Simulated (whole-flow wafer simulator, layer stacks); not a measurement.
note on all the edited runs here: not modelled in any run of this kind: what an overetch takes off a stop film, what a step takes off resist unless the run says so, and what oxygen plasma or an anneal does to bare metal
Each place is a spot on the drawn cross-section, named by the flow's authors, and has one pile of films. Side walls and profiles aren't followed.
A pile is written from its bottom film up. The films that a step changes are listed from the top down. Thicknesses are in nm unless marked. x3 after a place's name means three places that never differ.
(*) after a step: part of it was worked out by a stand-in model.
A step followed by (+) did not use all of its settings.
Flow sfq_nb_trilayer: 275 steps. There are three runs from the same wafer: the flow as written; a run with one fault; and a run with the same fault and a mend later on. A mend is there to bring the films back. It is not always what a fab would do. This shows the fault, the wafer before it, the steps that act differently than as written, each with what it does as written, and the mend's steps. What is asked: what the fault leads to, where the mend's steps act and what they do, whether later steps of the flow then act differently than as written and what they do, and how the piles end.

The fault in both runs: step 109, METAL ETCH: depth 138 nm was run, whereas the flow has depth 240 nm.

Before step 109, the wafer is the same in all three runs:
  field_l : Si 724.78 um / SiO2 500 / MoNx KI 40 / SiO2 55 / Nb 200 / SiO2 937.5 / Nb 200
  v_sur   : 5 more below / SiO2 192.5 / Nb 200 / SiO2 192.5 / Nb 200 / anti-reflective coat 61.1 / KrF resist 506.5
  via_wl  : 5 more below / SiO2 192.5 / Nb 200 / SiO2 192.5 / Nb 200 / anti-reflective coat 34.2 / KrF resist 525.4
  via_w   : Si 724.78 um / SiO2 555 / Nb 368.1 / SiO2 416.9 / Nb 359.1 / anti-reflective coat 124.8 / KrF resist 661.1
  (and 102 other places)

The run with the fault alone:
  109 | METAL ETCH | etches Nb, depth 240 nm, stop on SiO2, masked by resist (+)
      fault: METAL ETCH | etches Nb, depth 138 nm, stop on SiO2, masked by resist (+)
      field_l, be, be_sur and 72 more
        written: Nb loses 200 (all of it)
        fault: Nb loses 138
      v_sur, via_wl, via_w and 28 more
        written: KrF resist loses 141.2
        fault: KrF resist loses 81.2
  Later steps of the flow acting differently than as written:
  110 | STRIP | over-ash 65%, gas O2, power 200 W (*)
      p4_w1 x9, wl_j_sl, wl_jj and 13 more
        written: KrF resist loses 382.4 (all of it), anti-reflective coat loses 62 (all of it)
        fault: KrF resist loses 442.4 (all of it), anti-reflective coat loses 62 (all of it)
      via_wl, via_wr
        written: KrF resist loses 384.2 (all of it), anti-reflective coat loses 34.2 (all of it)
        fault: KrF resist loses 444.2 (all of it), anti-reflective coat loses 34.2 (all of it)
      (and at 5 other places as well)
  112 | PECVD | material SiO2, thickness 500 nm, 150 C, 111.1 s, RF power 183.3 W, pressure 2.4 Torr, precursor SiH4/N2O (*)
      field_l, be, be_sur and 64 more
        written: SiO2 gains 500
        fault: SiO2 gains 500 (new film)
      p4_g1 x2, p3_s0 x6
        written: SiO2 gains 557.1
        fault: SiO2 gains 500 (new film)
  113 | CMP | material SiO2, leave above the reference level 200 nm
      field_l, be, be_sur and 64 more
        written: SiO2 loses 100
        fault: SiO2 loses 162
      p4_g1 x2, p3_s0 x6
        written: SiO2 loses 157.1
        fault: SiO2 loses 162
  By the end, the piles at field_l, be, be_sur and 72 more depart from the flow's by more than 2% or 0.5 nm, whichever is larger.
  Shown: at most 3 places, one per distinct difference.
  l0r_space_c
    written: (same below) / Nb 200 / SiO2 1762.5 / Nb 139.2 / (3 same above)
    fault: (same below) / Nb 200 / SiO2 977.5 / Nb 62 / SiO2 723 / Nb 139.2 / (3 same above)
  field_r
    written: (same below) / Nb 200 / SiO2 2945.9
    fault: (same below) / Nb 200 / SiO2 977.5 / Nb 62 / SiO2 1906.4
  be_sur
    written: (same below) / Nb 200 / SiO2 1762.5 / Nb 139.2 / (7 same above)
    fault: (same below) / Nb 200 / SiO2 977.5 / Nb 62 / SiO2 723 / Nb 139.2 / (7 same above)

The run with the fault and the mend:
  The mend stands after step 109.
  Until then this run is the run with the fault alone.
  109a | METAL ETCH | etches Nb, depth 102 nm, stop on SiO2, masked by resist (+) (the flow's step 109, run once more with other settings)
      field_l, be, be_sur and 72 more
        Nb loses 62 (all of it)
      v_sur, via_wl, via_w and 28 more
        KrF resist loses 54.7
  Every later step of the flow that is run acts as written, at every place that is followed, to within 2% or 0.5 nm, whichever is larger.
  By the end, the piles equal the flow's at every place that both follow.
